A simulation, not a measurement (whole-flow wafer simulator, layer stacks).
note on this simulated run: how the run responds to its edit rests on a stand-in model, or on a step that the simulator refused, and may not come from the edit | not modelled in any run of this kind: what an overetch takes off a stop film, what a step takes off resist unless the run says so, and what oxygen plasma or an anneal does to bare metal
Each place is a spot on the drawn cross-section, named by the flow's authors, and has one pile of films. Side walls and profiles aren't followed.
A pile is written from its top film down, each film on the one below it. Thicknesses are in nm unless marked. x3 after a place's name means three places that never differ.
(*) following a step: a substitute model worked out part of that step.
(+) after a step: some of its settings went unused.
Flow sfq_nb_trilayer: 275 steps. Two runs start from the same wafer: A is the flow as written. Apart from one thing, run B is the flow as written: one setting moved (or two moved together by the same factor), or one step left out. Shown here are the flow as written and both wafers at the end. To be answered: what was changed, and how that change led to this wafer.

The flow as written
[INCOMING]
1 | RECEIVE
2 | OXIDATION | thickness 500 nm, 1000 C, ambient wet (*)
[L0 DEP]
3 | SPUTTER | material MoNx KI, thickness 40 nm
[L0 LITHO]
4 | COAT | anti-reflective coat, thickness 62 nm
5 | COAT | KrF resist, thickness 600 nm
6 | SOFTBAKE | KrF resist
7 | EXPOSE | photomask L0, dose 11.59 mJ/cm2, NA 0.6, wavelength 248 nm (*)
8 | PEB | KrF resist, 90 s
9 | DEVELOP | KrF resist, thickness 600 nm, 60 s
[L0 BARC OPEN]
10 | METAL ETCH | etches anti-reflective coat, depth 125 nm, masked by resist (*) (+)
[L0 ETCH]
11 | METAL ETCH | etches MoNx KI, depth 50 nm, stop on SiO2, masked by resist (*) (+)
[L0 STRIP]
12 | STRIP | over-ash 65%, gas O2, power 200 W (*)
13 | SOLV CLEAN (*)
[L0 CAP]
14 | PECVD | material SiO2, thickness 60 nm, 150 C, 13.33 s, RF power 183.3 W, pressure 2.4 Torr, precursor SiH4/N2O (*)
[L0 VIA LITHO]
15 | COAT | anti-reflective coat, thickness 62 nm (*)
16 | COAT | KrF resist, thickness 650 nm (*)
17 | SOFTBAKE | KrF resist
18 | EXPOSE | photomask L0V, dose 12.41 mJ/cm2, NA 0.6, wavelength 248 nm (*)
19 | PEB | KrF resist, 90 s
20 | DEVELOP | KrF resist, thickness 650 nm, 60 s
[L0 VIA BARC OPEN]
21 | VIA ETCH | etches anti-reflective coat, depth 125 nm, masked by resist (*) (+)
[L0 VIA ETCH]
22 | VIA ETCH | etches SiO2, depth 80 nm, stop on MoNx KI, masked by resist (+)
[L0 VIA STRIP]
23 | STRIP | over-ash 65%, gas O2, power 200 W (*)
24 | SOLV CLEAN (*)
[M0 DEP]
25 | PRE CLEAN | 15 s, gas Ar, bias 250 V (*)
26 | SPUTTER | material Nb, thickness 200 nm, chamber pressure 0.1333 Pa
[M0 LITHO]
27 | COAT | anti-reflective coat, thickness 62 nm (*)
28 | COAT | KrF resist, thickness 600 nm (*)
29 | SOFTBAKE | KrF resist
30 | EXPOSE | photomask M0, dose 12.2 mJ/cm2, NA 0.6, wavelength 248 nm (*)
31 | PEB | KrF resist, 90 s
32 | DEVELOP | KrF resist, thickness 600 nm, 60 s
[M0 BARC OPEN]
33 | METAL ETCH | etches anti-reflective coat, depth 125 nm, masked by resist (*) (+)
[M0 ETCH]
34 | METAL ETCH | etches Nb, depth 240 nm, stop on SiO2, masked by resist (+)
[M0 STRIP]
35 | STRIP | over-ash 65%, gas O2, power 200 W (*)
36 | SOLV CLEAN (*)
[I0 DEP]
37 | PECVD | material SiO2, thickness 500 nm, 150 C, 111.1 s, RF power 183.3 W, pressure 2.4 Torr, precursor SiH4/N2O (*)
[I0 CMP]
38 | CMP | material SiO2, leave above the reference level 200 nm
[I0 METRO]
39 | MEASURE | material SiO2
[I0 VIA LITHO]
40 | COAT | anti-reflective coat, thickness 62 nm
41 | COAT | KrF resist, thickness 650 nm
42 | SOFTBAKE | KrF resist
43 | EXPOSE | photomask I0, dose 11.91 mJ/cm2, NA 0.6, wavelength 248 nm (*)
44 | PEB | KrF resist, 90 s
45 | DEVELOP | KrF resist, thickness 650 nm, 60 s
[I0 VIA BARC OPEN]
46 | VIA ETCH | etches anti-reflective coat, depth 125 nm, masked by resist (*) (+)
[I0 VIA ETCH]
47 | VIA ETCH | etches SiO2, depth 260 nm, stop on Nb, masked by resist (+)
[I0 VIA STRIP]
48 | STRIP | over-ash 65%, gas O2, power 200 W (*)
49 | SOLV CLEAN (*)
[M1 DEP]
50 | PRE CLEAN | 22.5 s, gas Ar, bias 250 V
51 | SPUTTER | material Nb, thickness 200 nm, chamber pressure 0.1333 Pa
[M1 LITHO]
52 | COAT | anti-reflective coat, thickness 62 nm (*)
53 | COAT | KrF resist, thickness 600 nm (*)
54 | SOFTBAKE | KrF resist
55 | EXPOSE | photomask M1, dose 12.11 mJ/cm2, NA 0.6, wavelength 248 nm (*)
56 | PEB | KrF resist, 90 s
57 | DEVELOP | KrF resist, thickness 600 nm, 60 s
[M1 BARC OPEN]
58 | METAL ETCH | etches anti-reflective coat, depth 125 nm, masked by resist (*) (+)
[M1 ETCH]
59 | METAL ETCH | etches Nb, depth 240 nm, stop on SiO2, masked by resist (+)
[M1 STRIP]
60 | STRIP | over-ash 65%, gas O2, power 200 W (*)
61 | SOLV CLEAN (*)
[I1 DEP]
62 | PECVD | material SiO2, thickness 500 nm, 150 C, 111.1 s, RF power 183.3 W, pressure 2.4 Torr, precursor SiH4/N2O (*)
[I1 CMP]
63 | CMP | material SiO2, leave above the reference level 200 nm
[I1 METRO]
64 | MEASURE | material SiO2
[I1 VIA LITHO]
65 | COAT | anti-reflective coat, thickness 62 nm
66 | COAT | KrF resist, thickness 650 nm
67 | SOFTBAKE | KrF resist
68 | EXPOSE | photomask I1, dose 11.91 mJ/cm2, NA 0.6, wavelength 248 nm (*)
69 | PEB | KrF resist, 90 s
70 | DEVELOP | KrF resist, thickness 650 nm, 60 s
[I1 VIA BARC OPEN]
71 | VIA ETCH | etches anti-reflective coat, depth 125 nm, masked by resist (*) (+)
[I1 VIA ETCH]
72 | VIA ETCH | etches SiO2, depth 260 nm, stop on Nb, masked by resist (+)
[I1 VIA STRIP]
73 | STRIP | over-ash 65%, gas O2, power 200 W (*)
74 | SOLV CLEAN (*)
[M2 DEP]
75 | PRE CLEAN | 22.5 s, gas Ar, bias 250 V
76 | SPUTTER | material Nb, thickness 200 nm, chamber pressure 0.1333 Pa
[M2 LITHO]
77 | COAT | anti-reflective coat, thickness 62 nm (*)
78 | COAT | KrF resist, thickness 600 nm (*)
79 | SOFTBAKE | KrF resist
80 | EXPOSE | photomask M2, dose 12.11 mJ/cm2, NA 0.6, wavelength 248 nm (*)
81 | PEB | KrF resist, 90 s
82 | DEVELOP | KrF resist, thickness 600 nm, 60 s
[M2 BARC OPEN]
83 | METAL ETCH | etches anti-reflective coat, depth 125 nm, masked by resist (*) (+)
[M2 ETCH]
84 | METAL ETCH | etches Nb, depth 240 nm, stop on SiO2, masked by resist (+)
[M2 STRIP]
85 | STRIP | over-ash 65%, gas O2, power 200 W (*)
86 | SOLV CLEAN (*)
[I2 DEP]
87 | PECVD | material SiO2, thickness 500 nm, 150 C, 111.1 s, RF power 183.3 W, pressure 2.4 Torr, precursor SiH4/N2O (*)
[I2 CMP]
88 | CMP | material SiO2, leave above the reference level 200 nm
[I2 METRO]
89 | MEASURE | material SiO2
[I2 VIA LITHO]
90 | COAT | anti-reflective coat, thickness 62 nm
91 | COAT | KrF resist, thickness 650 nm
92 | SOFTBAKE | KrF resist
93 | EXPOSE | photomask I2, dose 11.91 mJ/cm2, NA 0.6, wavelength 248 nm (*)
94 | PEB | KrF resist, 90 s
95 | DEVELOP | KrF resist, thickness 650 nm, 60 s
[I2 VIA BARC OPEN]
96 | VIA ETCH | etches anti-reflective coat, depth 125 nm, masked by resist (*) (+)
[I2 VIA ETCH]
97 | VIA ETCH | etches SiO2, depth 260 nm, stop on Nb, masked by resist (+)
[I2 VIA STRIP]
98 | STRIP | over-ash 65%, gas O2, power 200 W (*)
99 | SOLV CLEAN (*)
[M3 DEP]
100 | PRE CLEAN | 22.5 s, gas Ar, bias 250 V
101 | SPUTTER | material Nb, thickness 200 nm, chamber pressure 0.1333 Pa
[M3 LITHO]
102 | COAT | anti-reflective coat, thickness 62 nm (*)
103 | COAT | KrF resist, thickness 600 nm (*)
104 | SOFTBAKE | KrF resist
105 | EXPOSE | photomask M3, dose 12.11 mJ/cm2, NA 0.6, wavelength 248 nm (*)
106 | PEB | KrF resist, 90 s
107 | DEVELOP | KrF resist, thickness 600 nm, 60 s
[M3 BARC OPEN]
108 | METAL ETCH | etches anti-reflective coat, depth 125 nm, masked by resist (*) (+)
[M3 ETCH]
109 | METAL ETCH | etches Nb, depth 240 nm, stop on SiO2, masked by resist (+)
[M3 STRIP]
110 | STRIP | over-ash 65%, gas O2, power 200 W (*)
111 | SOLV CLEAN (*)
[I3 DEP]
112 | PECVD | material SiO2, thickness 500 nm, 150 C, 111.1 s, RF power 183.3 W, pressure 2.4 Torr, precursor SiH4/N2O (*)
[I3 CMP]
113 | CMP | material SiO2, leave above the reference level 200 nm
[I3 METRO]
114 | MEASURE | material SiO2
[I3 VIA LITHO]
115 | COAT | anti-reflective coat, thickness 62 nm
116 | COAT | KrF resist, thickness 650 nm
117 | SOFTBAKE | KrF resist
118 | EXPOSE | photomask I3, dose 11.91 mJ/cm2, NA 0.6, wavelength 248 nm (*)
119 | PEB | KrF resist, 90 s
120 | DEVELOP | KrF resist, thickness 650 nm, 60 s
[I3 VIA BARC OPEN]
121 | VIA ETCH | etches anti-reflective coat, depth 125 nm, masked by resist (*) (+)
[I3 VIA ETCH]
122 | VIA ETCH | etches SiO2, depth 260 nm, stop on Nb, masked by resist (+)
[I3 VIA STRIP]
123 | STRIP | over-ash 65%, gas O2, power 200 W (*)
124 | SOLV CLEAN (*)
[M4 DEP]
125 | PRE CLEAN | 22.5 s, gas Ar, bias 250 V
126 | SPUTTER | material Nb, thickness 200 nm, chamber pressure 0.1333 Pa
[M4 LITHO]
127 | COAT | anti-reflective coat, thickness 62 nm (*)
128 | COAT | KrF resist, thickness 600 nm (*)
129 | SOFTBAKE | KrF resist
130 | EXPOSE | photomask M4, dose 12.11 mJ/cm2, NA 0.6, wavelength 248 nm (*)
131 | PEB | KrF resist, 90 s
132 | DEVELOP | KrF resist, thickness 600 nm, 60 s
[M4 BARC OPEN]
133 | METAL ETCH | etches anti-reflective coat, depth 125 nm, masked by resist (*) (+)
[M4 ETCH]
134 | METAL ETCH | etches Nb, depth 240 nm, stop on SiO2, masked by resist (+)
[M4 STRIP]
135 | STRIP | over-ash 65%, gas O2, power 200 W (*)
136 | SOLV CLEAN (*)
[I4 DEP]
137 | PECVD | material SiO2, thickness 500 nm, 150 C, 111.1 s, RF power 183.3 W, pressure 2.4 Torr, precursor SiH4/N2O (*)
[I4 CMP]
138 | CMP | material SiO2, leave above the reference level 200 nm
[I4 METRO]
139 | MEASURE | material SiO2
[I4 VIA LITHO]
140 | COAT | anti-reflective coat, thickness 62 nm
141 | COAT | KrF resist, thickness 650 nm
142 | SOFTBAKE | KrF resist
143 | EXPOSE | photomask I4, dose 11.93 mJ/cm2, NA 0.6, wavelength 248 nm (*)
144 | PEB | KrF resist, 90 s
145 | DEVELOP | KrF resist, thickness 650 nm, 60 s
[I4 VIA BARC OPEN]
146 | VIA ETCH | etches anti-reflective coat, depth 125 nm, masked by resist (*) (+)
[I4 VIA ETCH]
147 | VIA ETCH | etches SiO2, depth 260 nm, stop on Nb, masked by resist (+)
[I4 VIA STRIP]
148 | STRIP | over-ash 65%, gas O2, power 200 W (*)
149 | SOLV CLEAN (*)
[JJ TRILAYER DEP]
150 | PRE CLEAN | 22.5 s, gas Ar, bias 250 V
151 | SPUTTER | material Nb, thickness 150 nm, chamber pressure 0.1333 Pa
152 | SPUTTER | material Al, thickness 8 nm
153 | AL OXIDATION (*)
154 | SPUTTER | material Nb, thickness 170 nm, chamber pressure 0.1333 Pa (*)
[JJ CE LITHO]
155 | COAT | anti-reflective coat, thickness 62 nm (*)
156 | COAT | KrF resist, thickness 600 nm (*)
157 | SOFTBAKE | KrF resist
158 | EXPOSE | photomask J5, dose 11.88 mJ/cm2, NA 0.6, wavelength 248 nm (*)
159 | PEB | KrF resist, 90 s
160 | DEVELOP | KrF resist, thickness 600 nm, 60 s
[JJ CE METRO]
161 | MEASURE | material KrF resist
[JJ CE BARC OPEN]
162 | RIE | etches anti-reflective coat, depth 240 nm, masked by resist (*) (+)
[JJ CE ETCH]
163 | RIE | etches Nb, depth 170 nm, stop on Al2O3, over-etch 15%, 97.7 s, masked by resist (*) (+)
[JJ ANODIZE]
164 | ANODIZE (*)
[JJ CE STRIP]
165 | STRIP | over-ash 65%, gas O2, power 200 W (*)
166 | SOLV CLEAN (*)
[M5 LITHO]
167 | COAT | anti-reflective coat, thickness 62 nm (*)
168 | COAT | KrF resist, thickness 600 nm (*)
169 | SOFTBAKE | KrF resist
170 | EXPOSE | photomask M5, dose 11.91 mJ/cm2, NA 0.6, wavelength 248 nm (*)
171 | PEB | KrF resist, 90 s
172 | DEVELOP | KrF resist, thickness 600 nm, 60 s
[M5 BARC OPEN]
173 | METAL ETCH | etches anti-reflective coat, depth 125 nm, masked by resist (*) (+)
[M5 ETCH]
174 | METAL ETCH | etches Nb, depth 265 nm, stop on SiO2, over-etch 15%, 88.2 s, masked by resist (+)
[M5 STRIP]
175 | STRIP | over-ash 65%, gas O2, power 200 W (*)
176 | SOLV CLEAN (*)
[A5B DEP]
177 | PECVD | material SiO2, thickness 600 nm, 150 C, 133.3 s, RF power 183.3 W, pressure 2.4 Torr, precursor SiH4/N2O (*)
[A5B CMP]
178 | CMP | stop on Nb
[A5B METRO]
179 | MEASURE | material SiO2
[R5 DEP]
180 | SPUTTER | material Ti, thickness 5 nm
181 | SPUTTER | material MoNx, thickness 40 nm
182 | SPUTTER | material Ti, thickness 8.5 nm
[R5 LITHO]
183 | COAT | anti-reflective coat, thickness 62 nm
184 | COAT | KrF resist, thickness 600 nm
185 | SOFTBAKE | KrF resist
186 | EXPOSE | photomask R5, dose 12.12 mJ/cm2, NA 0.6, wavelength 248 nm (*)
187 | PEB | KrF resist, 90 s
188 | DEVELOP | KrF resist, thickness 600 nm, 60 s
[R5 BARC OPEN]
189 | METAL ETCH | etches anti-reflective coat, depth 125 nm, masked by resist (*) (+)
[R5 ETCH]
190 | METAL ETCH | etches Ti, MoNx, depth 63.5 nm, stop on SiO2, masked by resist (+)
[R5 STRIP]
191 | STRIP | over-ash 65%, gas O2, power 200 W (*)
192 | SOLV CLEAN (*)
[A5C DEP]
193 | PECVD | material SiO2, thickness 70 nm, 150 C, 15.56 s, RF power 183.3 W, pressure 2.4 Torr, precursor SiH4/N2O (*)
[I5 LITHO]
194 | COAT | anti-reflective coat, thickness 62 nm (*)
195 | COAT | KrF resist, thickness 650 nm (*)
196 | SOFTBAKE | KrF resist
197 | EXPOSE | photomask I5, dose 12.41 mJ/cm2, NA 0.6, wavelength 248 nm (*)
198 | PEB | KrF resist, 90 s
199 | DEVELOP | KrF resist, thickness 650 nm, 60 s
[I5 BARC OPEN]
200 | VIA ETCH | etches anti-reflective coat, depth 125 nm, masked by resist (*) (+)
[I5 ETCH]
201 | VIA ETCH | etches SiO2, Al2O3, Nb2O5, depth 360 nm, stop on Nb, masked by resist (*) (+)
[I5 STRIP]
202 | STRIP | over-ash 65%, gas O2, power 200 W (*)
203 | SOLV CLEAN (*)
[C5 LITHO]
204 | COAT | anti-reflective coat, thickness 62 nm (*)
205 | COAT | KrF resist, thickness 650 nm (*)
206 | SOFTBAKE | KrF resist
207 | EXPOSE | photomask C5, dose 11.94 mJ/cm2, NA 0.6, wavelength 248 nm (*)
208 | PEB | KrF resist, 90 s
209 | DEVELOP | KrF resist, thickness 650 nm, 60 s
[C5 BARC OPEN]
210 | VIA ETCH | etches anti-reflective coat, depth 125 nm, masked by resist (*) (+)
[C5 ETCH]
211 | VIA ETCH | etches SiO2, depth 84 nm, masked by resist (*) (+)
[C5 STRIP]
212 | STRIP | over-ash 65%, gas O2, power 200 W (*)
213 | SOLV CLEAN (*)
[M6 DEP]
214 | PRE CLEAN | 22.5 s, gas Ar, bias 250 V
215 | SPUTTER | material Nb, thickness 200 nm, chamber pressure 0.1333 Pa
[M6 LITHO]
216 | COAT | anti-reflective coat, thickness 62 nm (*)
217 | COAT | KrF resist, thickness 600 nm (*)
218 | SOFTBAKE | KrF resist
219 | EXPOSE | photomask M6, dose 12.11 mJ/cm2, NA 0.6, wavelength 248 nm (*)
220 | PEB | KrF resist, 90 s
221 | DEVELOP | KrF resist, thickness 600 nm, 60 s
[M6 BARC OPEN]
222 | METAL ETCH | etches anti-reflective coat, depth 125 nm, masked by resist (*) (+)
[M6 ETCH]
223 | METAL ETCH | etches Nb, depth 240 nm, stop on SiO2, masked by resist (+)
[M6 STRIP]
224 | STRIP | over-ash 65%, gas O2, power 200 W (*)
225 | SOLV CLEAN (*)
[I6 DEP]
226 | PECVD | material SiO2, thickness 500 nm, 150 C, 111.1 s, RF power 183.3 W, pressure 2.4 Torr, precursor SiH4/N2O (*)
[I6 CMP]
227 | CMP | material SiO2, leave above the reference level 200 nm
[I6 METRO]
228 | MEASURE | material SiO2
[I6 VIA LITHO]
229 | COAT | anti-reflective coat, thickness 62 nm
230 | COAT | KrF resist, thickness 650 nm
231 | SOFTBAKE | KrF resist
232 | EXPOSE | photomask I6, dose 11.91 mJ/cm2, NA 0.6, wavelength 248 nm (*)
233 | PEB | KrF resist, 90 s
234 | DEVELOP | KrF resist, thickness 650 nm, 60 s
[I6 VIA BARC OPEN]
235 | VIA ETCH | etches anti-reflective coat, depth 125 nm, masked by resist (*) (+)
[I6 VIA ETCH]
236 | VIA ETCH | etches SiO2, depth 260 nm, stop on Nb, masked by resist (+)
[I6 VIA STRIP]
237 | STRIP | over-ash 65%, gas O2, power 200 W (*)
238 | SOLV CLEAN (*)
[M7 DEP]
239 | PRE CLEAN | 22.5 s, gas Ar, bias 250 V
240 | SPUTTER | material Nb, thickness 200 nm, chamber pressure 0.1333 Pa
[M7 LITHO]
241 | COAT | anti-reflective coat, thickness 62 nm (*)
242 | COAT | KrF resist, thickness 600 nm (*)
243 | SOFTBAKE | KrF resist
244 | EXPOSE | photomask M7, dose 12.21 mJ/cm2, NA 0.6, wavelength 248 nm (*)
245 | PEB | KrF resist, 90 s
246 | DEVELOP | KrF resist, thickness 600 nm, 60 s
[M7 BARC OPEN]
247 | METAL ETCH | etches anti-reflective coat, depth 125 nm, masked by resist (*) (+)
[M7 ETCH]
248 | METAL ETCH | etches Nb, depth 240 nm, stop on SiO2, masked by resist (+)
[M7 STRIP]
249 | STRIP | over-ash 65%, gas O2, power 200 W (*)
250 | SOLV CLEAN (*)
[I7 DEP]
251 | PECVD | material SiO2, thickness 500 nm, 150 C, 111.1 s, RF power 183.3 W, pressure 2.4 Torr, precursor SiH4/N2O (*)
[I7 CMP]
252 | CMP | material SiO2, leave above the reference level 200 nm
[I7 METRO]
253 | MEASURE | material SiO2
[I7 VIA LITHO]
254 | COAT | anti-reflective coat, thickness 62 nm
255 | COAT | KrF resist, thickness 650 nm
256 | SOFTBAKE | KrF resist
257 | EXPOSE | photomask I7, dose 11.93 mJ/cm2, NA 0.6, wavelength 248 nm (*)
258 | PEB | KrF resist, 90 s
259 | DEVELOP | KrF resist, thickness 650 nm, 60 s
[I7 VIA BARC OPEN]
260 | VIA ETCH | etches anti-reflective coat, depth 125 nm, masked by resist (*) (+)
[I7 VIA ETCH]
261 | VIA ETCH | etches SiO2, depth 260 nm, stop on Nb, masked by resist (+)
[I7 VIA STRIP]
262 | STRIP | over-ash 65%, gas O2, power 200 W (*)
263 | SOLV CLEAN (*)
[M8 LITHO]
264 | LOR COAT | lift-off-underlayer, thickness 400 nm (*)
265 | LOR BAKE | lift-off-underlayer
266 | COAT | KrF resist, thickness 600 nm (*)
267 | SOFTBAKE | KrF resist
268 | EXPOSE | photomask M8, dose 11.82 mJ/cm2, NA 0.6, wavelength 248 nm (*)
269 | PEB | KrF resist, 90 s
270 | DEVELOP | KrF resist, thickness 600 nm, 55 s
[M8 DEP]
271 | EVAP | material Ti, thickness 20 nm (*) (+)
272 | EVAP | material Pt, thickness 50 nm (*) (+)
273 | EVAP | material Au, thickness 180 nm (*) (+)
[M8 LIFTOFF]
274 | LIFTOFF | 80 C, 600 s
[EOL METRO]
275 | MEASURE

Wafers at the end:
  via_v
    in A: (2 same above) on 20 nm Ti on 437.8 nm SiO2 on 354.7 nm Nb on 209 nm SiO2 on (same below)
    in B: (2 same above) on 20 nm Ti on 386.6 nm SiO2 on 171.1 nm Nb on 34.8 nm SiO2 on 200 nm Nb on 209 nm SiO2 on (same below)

The reason: step 236, VIA ETCH: depth 157.5 nm was run, whereas the flow has depth 260 nm.

How this came from the change, step by step:
  236 | VIA ETCH | etches SiO2, depth 260 nm, stop on Nb, masked by resist (+)
      via_v: A SiO2 loses 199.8 (all of it) | B SiO2 loses 157.5
      field_l, v_sur, via_wl and 102 more: A KrF resist loses 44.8 | B KrF resist loses 27.2
  237 | STRIP | over-ash 65%, gas O2, power 200 W (*)
      field_l, v_sur, via_wl and 102 more: A KrF resist loses 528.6 (all of it), anti-reflective coat loses 62 (all of it) | B KrF resist loses 546.3 (all of it), anti-reflective coat loses 62 (all of it)
  239 | PRE CLEAN | 22.5 s, gas Ar, bias 250 V
      via_v: A Nb loses 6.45 | B SiO2 loses 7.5
  240 | SPUTTER | material Nb, thickness 200 nm, chamber pressure 0.1333 Pa
      via_v: A Nb gains 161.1 | B Nb gains 171.1 (new film)
  241 | COAT | anti-reflective coat, thickness 62 nm (*)
      via_v: A anti-reflective coat gains 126 (new film) | B anti-reflective coat gains 115.2 (new film)
  242 | COAT | KrF resist, thickness 600 nm (*)
      via_v: A KrF resist gains 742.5 (new film) | B KrF resist gains 708.6 (new film)
  249 | STRIP | over-ash 65%, gas O2, power 200 W (*)
      via_v: A KrF resist loses 524.5 (all of it), anti-reflective coat loses 126 (all of it) | B KrF resist loses 490.7 (all of it), anti-reflective coat loses 115.2 (all of it)
  251 | PECVD | material SiO2, thickness 500 nm, 150 C, 111.1 s, RF power 183.3 W, pressure 2.4 Torr, precursor SiH4/N2O (*)
      via_v: A SiO2 gains 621 (new film) | B SiO2 gains 543.6 (new film)
  252 | CMP | material SiO2, leave above the reference level 200 nm
      via_v: A SiO2 loses 183.1 | B SiO2 loses 157.1
Taking metal films that touch as one body, via_v has 7 bodies (between them, from the top down: SiO2 386.6; SiO2 34.8; SiO2 209 / Al2O3 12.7 / Nb2O5 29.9; SiO2 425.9; SiO2 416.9; SiO2 192.5); the flow as written gives 6 bodies (between them, from the top down: SiO2 437.8; SiO2 209 / Al2O3 12.7 / Nb2O5 29.9; SiO2 425.9; SiO2 416.9; SiO2 192.5).
